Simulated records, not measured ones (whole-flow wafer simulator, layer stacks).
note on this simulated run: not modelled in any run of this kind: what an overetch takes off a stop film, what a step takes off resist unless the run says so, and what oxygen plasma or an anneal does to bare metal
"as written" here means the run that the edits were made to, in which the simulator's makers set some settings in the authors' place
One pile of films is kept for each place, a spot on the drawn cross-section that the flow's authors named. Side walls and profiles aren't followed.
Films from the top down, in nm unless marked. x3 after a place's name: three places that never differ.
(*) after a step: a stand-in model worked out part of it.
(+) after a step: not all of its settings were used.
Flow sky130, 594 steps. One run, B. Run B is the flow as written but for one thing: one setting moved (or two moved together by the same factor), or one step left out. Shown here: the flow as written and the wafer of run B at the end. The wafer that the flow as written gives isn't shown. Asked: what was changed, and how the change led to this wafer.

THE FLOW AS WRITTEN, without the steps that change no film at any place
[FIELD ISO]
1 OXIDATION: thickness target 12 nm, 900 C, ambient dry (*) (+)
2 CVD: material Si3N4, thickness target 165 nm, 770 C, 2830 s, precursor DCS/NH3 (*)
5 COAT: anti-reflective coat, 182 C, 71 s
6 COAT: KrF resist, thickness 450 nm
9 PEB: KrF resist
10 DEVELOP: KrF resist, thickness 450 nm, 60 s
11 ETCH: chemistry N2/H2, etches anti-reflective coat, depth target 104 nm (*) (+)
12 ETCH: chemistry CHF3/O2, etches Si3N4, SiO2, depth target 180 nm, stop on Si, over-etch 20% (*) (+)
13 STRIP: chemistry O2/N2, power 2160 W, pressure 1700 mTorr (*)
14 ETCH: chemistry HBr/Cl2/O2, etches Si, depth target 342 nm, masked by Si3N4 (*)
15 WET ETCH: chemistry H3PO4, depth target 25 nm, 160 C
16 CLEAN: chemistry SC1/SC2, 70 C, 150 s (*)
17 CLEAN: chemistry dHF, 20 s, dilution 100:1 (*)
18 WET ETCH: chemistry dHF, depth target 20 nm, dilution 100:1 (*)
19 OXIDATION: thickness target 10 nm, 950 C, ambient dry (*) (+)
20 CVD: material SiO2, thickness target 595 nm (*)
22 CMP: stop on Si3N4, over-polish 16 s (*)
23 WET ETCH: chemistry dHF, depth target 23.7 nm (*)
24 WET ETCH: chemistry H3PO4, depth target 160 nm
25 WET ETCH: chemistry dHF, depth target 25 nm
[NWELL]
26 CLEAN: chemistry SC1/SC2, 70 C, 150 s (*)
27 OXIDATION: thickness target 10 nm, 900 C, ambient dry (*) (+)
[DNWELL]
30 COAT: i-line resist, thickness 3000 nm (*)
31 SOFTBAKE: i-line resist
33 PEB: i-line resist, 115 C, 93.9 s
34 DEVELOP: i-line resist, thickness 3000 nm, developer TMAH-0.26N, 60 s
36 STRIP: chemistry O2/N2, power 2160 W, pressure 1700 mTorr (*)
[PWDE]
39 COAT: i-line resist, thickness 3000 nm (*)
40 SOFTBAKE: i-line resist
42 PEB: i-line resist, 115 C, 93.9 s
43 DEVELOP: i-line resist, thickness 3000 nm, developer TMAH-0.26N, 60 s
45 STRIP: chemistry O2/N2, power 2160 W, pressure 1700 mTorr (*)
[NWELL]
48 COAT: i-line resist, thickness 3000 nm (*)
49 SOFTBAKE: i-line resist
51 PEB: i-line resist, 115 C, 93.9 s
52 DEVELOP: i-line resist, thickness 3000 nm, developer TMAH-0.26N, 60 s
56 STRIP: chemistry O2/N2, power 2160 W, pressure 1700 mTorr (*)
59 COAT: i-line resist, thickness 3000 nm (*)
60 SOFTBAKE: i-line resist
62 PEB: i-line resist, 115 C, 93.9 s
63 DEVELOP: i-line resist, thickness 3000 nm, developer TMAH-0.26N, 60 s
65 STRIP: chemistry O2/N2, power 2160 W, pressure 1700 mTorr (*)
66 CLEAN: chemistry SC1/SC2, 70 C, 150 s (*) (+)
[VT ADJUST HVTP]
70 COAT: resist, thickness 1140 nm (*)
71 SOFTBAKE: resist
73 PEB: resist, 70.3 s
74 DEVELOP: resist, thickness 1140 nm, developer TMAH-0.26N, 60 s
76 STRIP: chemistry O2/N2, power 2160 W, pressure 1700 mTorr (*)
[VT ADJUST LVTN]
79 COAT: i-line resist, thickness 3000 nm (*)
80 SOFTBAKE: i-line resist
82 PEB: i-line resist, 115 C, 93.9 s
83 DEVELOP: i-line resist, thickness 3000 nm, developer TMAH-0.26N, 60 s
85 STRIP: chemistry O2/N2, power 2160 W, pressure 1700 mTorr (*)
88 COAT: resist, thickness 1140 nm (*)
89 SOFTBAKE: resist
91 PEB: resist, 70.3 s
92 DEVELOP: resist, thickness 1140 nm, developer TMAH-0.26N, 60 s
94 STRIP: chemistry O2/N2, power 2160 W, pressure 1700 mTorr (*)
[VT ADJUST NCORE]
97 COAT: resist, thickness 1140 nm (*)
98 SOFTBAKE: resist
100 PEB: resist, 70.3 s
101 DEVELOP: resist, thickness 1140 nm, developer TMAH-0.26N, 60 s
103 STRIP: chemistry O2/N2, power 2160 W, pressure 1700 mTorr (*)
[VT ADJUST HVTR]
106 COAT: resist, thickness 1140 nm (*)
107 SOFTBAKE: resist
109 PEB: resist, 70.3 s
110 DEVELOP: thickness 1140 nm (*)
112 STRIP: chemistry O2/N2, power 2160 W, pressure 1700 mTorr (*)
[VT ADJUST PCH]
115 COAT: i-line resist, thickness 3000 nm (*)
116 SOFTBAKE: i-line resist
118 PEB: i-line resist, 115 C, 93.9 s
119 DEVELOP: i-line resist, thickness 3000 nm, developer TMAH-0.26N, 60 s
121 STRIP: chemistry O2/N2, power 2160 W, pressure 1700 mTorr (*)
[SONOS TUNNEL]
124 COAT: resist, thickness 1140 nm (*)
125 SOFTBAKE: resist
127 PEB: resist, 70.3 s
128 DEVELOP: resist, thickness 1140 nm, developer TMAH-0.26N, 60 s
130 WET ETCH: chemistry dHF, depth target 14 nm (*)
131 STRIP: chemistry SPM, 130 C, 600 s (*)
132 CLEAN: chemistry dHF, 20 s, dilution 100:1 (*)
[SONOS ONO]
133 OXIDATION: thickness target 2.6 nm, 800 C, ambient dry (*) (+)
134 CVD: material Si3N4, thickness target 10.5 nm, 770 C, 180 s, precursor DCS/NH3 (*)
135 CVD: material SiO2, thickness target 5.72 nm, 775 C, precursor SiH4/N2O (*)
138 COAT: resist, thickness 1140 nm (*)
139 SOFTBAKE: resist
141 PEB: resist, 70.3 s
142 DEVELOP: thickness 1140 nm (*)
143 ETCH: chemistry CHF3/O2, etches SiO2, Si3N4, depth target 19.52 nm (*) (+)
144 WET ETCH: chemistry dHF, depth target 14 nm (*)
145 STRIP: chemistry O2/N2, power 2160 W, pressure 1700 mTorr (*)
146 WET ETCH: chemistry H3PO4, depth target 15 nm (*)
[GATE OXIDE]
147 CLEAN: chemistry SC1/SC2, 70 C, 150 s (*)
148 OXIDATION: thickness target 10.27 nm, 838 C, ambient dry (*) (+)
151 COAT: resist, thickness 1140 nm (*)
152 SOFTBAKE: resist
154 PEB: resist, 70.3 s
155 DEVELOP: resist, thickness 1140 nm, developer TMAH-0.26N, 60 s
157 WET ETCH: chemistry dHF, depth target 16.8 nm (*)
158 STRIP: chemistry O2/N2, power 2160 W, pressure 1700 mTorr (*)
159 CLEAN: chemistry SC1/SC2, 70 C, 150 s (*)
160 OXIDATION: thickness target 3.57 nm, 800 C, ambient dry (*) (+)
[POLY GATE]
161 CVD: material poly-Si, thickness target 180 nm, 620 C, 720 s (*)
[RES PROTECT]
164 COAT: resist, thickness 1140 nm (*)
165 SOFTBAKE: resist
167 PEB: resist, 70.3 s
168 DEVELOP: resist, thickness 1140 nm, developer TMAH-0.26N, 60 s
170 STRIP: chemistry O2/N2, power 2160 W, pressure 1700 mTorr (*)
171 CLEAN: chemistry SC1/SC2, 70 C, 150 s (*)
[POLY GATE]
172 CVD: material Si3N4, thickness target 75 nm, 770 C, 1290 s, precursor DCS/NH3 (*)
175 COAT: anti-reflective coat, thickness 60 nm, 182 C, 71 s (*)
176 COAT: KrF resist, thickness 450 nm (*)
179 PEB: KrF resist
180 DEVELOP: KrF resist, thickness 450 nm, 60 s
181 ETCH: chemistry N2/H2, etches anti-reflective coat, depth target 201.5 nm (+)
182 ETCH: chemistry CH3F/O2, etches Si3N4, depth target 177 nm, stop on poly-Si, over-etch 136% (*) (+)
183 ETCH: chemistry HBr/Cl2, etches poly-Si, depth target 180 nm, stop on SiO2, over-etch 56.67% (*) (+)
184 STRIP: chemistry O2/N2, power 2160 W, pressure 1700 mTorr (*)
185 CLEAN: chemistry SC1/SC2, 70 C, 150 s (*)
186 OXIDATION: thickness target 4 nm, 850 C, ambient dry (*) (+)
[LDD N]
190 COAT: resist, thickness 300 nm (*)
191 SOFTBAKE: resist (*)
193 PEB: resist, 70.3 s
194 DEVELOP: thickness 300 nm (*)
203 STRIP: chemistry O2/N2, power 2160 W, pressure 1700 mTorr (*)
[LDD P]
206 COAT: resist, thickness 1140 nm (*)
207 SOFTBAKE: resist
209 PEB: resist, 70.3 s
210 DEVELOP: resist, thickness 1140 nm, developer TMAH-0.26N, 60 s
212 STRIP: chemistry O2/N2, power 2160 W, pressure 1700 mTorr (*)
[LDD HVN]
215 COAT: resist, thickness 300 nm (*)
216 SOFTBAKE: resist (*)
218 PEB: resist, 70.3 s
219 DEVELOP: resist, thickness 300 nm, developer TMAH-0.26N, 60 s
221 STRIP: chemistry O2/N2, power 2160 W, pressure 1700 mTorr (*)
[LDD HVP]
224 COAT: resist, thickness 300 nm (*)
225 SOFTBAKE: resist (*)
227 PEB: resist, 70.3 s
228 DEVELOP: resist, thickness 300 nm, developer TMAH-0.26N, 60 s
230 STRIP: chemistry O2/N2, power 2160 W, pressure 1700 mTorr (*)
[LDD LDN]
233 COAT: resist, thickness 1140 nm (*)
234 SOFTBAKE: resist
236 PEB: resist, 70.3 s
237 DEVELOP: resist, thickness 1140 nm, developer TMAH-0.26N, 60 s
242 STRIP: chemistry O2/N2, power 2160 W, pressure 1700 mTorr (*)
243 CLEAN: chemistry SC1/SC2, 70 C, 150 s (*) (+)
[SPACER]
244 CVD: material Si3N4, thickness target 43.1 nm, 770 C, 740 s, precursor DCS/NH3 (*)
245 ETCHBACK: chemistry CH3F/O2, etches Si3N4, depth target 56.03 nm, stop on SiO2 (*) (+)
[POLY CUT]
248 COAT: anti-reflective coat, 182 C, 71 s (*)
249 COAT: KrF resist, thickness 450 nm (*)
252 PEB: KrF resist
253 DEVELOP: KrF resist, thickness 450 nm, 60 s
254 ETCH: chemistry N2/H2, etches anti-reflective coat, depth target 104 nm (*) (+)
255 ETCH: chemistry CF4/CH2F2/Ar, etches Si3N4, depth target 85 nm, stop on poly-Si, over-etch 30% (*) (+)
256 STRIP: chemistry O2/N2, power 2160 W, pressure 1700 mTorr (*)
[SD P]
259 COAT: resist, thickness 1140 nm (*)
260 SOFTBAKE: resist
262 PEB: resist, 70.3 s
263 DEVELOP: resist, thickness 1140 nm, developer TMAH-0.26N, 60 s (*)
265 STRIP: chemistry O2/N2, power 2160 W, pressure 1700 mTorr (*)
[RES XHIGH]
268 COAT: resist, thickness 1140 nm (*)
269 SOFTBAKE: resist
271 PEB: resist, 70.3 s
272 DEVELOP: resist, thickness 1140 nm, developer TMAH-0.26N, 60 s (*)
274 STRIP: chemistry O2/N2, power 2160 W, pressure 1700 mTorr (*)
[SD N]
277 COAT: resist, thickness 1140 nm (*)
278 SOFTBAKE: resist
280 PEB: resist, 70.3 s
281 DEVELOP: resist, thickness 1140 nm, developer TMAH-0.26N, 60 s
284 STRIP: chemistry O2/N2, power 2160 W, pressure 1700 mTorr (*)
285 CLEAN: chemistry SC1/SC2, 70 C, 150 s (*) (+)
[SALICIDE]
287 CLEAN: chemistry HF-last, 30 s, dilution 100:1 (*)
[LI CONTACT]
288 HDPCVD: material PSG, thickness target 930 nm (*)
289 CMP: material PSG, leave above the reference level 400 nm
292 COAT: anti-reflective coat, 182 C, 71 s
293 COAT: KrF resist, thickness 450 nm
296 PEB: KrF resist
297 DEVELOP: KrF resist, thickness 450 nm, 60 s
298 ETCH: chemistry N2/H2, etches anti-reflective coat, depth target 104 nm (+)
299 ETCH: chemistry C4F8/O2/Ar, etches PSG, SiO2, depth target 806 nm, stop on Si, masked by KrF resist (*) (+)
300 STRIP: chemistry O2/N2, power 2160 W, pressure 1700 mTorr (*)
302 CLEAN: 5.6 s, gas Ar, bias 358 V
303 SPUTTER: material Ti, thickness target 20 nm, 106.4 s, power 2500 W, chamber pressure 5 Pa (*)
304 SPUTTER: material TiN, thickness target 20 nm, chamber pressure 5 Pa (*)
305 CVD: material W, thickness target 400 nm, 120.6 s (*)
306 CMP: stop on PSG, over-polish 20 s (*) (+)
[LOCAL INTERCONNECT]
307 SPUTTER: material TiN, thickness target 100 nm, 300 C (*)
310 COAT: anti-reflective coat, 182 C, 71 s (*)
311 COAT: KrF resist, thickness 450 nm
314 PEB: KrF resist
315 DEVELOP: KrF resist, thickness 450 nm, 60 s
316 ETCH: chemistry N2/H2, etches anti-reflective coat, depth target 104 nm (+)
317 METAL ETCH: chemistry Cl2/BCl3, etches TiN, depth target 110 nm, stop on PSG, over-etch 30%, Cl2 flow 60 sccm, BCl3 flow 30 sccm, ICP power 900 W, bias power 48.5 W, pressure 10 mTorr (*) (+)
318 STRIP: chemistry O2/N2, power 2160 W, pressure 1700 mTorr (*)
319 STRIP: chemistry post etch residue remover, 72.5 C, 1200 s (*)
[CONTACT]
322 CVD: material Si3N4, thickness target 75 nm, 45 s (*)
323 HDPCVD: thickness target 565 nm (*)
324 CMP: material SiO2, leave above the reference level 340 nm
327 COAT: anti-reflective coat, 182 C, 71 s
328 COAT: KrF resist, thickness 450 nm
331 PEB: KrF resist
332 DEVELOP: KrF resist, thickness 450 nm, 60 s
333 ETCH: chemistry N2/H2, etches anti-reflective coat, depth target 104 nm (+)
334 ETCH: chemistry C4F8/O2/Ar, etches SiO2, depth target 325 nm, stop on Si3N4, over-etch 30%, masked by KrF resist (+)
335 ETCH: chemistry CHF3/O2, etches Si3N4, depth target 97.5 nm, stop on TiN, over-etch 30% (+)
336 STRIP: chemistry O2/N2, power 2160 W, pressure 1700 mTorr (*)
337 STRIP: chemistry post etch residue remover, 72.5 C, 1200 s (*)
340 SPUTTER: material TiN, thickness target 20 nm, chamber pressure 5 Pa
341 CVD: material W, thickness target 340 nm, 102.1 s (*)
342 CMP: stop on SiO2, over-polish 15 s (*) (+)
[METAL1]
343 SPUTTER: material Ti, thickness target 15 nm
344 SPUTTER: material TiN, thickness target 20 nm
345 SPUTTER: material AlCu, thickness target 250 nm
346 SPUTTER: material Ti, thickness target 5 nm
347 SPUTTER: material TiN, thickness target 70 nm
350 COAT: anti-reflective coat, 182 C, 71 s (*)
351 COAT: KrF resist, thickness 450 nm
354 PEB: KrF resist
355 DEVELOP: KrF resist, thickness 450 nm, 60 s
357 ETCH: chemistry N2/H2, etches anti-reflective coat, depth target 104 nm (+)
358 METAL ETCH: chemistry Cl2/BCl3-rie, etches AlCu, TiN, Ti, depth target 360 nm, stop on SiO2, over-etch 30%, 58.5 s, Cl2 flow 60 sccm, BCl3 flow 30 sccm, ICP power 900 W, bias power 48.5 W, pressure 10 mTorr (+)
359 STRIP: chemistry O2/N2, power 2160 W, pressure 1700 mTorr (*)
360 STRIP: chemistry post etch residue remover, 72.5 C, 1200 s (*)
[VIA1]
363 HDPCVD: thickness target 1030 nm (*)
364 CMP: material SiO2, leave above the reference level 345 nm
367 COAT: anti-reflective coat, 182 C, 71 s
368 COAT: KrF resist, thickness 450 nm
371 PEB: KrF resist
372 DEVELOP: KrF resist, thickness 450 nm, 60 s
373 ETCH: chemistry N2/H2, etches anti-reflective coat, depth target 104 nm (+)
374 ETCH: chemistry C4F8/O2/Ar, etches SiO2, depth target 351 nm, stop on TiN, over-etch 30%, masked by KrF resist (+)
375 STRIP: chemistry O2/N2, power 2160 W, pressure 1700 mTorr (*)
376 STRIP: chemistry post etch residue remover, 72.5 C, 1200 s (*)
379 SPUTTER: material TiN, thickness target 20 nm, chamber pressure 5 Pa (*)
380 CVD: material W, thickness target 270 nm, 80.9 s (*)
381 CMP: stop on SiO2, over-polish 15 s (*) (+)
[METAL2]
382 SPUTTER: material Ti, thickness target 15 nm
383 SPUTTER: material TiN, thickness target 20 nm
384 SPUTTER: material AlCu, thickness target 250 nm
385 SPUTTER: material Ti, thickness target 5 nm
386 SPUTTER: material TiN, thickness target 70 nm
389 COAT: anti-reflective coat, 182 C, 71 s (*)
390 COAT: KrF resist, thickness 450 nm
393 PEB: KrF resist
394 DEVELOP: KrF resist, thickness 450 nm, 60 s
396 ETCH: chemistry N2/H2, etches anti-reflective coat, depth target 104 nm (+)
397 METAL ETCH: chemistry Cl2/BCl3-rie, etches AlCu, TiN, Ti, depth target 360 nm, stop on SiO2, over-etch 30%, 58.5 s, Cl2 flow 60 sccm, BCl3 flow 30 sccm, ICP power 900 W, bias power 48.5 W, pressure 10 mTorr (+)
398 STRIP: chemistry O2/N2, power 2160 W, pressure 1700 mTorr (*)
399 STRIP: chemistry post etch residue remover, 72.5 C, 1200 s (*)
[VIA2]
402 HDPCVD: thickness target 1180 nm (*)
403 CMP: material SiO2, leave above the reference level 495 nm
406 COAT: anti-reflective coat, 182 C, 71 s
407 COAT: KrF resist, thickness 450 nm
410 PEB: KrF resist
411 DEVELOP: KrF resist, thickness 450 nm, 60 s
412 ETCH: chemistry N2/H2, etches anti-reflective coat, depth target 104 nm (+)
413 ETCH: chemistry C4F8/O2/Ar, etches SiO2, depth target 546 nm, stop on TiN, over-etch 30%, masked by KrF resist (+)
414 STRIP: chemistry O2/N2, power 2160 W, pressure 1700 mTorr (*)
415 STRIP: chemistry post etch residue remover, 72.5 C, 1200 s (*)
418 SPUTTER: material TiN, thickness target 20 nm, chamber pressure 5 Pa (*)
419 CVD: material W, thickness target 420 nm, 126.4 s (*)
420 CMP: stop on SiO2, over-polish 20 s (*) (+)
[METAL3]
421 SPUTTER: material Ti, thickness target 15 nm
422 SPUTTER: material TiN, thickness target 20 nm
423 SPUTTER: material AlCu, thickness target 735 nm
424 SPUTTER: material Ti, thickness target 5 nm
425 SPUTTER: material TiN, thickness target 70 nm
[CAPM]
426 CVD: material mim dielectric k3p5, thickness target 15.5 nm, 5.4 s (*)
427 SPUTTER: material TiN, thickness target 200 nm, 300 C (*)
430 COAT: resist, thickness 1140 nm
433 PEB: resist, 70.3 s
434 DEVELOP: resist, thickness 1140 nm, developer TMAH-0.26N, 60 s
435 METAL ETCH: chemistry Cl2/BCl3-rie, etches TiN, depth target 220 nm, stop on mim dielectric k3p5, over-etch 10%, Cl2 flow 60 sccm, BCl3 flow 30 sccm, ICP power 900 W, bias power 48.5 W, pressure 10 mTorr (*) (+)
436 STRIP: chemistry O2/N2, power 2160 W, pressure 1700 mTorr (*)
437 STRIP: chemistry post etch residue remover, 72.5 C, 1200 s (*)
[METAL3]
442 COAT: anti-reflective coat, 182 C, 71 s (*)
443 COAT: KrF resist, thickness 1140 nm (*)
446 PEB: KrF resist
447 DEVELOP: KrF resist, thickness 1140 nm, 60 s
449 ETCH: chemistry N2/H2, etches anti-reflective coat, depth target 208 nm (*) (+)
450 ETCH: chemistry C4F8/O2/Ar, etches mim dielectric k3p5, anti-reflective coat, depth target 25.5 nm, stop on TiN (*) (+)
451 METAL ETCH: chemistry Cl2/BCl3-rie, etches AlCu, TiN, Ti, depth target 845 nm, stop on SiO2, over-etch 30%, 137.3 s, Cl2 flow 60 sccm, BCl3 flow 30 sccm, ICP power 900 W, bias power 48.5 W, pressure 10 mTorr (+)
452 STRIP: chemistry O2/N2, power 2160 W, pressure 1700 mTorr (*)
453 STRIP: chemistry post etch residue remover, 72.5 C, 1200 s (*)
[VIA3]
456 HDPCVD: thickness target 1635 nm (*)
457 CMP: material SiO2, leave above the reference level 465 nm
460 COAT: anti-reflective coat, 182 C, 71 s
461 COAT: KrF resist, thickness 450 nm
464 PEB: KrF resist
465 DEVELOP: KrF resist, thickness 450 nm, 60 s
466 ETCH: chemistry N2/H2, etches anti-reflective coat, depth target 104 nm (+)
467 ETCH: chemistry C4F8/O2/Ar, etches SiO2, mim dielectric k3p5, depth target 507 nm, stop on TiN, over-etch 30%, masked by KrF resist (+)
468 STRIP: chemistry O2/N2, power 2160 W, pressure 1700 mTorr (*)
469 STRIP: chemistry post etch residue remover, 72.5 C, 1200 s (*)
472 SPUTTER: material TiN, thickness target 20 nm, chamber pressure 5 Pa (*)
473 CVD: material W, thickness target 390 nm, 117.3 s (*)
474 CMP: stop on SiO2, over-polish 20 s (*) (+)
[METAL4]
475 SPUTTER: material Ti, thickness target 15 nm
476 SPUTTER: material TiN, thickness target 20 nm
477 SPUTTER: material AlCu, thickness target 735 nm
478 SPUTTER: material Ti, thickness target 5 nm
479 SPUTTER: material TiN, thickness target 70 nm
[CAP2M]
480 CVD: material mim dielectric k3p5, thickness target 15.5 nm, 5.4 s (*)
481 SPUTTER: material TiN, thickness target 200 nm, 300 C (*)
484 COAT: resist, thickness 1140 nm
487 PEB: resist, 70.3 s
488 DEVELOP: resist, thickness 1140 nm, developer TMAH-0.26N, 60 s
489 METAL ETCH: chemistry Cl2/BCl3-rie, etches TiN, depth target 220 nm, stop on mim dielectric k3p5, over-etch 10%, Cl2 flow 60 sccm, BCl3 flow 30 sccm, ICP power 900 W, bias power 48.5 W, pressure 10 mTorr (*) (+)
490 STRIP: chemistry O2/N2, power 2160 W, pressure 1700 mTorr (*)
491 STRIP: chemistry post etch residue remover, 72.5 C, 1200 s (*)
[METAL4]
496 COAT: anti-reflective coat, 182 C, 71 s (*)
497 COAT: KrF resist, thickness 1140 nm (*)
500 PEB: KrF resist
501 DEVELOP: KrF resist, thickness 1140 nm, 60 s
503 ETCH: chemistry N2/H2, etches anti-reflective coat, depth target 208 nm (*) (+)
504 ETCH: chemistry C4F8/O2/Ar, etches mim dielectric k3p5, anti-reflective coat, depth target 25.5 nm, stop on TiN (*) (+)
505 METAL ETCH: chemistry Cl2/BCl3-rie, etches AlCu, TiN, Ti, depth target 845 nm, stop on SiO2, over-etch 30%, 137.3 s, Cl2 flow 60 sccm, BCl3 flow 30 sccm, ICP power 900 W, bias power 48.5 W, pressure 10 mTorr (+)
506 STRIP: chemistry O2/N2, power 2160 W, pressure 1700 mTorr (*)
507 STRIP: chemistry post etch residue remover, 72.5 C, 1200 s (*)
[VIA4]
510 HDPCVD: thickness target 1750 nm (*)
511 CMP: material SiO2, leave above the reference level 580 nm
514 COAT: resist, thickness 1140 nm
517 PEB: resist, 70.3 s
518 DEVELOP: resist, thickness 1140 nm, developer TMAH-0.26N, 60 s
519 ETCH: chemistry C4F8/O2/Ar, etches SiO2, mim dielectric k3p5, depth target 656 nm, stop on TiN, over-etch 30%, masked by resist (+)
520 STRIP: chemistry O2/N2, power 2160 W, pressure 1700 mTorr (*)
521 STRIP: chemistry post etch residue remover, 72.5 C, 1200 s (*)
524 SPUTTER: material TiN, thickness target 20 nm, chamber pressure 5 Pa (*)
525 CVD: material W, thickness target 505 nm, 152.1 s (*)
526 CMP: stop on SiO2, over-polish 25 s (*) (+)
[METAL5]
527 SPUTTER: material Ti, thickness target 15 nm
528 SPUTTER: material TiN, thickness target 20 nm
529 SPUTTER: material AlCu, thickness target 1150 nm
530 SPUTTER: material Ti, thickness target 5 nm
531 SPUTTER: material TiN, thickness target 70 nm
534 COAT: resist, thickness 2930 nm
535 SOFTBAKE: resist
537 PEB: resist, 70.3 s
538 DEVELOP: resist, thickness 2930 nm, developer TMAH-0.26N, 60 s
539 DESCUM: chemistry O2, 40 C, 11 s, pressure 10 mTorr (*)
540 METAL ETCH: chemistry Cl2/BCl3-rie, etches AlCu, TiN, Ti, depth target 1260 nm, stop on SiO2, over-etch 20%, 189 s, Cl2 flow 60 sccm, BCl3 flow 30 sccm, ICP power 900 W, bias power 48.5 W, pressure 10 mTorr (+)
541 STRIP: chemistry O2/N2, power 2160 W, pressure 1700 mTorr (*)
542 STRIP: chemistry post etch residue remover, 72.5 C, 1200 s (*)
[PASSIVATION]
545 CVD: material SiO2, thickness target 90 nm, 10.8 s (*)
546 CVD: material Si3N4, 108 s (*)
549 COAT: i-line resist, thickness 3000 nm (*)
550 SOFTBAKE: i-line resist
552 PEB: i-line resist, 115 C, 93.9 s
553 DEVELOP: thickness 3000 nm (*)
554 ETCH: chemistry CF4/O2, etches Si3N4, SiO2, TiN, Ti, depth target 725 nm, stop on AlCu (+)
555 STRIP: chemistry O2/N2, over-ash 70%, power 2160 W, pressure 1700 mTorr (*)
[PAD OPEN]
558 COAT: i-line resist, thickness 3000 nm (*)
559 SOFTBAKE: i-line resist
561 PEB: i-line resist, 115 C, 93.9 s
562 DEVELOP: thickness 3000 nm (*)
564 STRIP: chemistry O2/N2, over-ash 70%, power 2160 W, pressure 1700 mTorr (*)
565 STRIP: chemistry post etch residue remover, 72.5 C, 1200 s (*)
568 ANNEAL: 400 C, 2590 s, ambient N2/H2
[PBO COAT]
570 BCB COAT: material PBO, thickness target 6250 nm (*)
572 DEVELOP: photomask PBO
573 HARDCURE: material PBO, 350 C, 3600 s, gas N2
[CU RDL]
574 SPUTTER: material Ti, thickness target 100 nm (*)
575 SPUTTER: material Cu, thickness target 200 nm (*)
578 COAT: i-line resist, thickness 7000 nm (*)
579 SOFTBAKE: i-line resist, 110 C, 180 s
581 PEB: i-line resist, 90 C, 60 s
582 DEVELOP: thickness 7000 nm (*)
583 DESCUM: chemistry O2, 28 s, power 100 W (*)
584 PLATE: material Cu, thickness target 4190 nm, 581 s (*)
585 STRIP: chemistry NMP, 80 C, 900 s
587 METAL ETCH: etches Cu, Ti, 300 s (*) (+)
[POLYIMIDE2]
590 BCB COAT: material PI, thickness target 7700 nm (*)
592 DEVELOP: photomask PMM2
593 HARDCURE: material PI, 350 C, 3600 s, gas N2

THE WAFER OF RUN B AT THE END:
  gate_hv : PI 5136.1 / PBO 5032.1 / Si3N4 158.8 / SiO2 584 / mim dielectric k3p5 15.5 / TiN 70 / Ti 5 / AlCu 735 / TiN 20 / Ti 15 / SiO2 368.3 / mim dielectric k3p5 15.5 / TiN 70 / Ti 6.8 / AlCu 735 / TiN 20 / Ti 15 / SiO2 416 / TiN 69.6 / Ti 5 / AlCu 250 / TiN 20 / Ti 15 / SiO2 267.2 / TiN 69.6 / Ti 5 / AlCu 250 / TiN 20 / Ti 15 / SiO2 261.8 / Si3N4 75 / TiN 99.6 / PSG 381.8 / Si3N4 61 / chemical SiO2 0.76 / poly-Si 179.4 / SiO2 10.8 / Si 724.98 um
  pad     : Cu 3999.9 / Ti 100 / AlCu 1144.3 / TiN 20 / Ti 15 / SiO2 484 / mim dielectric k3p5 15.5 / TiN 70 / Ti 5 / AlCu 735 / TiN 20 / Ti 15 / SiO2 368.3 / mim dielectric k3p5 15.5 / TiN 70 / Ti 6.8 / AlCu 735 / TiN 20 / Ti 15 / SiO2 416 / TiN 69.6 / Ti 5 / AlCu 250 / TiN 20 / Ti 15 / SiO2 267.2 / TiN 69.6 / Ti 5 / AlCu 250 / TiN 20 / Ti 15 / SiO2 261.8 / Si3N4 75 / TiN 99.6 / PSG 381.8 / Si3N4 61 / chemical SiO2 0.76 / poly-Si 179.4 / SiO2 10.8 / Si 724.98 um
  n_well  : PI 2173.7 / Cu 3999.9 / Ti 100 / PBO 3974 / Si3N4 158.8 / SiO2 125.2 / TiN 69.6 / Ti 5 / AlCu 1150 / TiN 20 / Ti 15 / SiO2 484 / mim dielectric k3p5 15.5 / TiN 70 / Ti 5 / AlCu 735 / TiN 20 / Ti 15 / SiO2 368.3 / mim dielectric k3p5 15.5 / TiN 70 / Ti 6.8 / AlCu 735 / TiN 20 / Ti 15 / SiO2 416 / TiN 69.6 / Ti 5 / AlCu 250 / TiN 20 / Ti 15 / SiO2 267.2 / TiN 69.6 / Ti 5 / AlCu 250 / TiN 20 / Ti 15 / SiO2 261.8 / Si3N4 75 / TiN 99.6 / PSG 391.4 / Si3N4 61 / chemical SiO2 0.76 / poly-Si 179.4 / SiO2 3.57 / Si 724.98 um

The cause: step 424, SPUTTER: thickness target 6.8 nm was run, where the flow has thickness target 5 nm.
It can be read off the wafer: gate_hv has Ti 6.8, and step 424 as written asks for 5 nm.

How the change led to this, step by step:
  424 SPUTTER: material Ti, thickness target 5 nm
      field, active, n_well and 188 more: Ti +6.8 (new film) (as written it would be: Ti +5 (new film))
  451 METAL ETCH: chemistry Cl2/BCl3-rie, etches AlCu, TiN, Ti, depth target 845 nm, stop on SiO2, over-etch 30%, 137.3 s, Cl2 flow 60 sccm, BCl3 flow 30 sccm, ICP power 900 W, bias power 48.5 W, pressure 10 mTorr (+)
      field, gate, spacer and 68 more: TiN -70 (all of it), Ti -6.8 (all of it), AlCu -735 (all of it), TiN -20 (all of it), Ti -15 (all of it), SiO2 -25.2 (as written it would be: TiN -70 (all of it), Ti -5 (all of it), AlCu -735 (all of it), TiN -20 (all of it), Ti -15 (all of it), SiO2 -25.4)
      active, vpp_ln, vpp_iso2 and 11 more: TiN -70 (all of it), Ti -6.8 (all of it), AlCu -735 (all of it), TiN -20 (all of it), Ti -15 (all of it), SiO2 -25.2 (as written it would be: TiN -70 (all of it), Ti -5 (all of it), AlCu -735 (all of it), TiN -20 (all of it), Ti -15 (all of it), SiO2 -25.3)
